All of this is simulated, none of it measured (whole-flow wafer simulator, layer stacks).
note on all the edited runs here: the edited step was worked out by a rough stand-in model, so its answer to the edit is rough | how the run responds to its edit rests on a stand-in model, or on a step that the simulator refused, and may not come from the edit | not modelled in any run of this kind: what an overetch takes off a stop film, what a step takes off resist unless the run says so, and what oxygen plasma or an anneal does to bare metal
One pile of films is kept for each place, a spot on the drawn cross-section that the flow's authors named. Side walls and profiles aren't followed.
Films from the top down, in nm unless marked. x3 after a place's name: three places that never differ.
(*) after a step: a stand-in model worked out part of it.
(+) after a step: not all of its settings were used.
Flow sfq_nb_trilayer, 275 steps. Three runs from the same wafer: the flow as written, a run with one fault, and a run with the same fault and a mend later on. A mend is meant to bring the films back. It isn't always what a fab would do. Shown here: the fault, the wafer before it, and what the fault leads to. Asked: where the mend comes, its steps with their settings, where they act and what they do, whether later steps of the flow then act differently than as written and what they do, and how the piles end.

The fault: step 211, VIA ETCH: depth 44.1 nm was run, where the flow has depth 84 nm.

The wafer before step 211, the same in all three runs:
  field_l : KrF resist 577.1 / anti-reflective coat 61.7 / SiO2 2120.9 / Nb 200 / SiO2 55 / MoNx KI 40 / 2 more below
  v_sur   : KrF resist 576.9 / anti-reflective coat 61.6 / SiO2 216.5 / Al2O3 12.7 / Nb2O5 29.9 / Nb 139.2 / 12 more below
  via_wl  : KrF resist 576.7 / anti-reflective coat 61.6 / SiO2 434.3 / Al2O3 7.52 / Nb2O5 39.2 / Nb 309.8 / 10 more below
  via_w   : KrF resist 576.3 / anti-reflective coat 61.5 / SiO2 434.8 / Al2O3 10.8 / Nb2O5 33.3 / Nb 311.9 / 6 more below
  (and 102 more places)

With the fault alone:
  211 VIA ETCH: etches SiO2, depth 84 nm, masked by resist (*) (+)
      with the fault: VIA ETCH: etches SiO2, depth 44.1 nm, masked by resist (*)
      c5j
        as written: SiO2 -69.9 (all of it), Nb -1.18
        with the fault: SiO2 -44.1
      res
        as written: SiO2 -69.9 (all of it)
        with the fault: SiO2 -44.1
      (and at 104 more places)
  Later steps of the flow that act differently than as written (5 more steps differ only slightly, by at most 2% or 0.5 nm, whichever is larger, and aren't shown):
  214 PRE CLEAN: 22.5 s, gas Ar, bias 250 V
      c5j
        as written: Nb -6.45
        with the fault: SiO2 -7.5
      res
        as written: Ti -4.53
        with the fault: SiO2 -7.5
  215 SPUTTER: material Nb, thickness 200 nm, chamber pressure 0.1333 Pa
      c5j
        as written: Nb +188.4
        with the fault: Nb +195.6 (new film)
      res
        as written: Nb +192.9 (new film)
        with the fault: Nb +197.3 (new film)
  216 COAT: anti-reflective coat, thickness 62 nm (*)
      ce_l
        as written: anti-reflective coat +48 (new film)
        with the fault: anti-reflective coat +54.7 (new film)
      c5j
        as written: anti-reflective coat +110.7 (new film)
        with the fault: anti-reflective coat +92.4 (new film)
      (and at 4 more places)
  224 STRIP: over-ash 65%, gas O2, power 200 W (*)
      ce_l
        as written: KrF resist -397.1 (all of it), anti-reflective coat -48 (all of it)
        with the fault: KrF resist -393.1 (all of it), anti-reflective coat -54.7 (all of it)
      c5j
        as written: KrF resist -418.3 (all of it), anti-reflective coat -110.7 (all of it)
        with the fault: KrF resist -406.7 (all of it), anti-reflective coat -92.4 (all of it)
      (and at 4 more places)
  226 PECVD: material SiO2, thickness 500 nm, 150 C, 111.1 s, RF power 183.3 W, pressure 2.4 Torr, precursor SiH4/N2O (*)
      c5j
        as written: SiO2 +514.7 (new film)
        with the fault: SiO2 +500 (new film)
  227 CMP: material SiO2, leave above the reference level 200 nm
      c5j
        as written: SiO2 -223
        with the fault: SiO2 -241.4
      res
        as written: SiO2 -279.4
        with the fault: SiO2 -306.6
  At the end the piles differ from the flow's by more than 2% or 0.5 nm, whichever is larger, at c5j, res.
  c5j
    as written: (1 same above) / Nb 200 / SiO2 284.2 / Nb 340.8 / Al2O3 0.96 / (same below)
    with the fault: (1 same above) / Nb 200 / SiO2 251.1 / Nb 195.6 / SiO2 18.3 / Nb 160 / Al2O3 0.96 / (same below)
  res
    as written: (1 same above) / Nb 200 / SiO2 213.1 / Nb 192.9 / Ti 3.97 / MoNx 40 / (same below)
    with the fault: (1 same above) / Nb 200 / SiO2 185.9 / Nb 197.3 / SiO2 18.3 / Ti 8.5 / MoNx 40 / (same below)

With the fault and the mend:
  The mend comes after step 211.
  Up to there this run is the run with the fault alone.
  211a VIA ETCH: etches SiO2, depth 39.9 nm, masked by resist (*) (+) (the flow's step 211 once more, with other settings)
      field_l, v_sur, via_wl and 101 more
        KrF resist -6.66
      c5j
        SiO2 -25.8 (all of it), Nb -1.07
      res
        SiO2 -25.8 (all of it)
  No later step of the flow acts differently than as written, at any place that is followed, by more than 2% or 0.5 nm, whichever is larger.
  At the end the piles differ from the flow's only slightly at the places that both follow, by at most 2% or 0.5 nm, whichever is larger.
